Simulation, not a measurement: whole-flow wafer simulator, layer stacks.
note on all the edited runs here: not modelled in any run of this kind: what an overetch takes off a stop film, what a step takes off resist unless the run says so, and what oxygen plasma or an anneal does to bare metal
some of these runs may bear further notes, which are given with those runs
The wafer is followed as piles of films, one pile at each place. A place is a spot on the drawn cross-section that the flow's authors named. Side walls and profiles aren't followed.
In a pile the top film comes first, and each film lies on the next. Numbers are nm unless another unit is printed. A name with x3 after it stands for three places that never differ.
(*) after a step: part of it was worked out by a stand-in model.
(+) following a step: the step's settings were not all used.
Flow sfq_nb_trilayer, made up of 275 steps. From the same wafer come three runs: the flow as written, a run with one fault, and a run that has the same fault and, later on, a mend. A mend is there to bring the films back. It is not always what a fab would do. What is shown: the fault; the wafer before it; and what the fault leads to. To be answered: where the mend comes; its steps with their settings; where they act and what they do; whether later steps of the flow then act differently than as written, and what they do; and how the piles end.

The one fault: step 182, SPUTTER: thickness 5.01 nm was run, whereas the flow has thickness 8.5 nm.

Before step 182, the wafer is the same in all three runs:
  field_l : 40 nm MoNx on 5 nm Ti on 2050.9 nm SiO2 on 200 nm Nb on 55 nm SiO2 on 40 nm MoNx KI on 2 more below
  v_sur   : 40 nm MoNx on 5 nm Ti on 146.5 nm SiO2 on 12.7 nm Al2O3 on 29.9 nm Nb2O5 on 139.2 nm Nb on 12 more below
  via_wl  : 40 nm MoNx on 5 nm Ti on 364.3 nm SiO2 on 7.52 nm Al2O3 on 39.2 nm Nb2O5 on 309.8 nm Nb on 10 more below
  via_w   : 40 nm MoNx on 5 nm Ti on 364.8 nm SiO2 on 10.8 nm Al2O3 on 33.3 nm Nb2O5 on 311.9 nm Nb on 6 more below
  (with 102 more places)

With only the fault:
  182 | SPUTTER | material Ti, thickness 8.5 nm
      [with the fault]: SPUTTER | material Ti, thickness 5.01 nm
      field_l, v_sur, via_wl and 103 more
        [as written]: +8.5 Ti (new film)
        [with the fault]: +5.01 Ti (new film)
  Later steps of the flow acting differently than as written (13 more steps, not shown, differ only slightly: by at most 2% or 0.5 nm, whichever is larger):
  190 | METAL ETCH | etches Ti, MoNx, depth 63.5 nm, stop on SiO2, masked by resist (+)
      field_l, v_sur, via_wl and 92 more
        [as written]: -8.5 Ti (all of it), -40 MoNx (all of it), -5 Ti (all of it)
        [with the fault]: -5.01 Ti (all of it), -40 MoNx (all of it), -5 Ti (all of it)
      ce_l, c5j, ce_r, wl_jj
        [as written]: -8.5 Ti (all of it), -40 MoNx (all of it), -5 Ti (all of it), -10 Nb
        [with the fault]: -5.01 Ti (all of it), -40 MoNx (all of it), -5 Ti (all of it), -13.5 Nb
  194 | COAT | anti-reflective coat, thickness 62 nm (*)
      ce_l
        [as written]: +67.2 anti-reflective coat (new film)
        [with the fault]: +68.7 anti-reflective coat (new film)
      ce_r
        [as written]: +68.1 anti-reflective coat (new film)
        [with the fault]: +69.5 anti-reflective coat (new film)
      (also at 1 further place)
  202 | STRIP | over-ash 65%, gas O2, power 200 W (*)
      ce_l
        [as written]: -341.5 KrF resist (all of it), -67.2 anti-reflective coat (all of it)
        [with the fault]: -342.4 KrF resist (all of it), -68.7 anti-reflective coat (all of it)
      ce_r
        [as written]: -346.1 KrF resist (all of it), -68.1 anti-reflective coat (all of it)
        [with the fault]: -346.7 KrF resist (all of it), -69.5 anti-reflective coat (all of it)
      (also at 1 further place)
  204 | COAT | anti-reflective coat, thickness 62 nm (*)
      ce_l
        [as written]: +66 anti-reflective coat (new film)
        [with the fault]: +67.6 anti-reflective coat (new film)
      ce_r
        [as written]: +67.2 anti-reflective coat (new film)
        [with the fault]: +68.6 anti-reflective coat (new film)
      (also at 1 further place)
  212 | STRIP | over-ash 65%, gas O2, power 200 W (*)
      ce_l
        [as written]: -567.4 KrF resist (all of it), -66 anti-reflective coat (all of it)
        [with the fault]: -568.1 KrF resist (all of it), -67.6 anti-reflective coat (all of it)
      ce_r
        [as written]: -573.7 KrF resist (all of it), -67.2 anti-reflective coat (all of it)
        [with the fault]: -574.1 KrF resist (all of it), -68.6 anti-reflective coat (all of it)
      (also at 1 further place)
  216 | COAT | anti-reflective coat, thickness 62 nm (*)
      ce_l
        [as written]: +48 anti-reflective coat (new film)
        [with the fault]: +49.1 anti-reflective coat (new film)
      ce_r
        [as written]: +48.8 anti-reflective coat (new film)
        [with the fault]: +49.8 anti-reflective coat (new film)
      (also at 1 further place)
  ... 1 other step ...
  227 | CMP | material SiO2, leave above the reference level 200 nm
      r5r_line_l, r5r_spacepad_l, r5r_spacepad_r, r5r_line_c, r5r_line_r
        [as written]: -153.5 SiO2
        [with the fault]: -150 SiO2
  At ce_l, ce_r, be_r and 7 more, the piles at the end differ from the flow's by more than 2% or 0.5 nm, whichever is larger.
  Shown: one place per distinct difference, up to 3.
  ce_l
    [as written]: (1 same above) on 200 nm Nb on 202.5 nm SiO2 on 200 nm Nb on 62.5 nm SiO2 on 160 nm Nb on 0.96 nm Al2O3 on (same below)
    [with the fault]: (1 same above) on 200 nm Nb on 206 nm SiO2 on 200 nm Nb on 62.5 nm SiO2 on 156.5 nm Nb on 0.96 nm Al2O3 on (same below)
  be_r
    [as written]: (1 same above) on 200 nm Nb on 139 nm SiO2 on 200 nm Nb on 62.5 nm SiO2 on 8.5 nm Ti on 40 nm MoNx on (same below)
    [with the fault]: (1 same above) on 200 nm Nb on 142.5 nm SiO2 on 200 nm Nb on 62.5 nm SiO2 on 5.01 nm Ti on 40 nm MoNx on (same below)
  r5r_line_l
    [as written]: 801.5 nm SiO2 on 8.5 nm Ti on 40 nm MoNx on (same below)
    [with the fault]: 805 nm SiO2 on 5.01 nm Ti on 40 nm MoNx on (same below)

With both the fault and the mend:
  The mend stands after step 188.
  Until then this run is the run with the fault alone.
  188a | STRIP | over-ash 65%, gas O2, power 200 W (*)
      field_l, v_sur, via_wl and 96 more
        -62 anti-reflective coat (all of it)
      be_r, r_sur, res, r_end, r5r_line_l, r5r_line_c, r5r_line_r
        -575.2 KrF resist (all of it), -62 anti-reflective coat (all of it)
  188b | SPUTTER | material Ti, thickness 3.49 nm (the flow's step 182 again, with other settings)
      field_l, v_sur, via_wl and 103 more
        +3.49 Ti
  188c | COAT | anti-reflective coat, thickness 62 nm (the flow's step 183 again)
      field_l, v_sur, via_wl and 103 more
        +62 anti-reflective coat (new film)
  188d | COAT | KrF resist, thickness 600 nm (the flow's step 184 again)
      field_l, v_sur, via_wl and 103 more
        +600 KrF resist (new film)
  188e | SOFTBAKE | KrF resist (the flow's step 185 again)
      leaves every film unchanged at each place that is followed
  188f | EXPOSE | photomask R5, dose 12.12 mJ/cm2, NA 0.6, wavelength 248 nm (*) (the flow's step 186 again)
      leaves every film unchanged at each place that is followed
  188g | PEB | KrF resist, 90 s (the flow's step 187 again)
      field_l, v_sur, via_wl and 103 more
        -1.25 KrF resist
  188h | DEVELOP | KrF resist, thickness 600 nm, 60 s (the flow's step 188 again)
      field_l, v_sur, via_wl and 96 more
        -598.7 KrF resist (all of it)
      be_r, r_sur, res, r_end, r5r_line_l, r5r_line_c, r5r_line_r
        -23.5 KrF resist
  Later steps of the flow that are run all act as written at every place that is followed.
  The piles end the same as the flow's at every place that both follow.
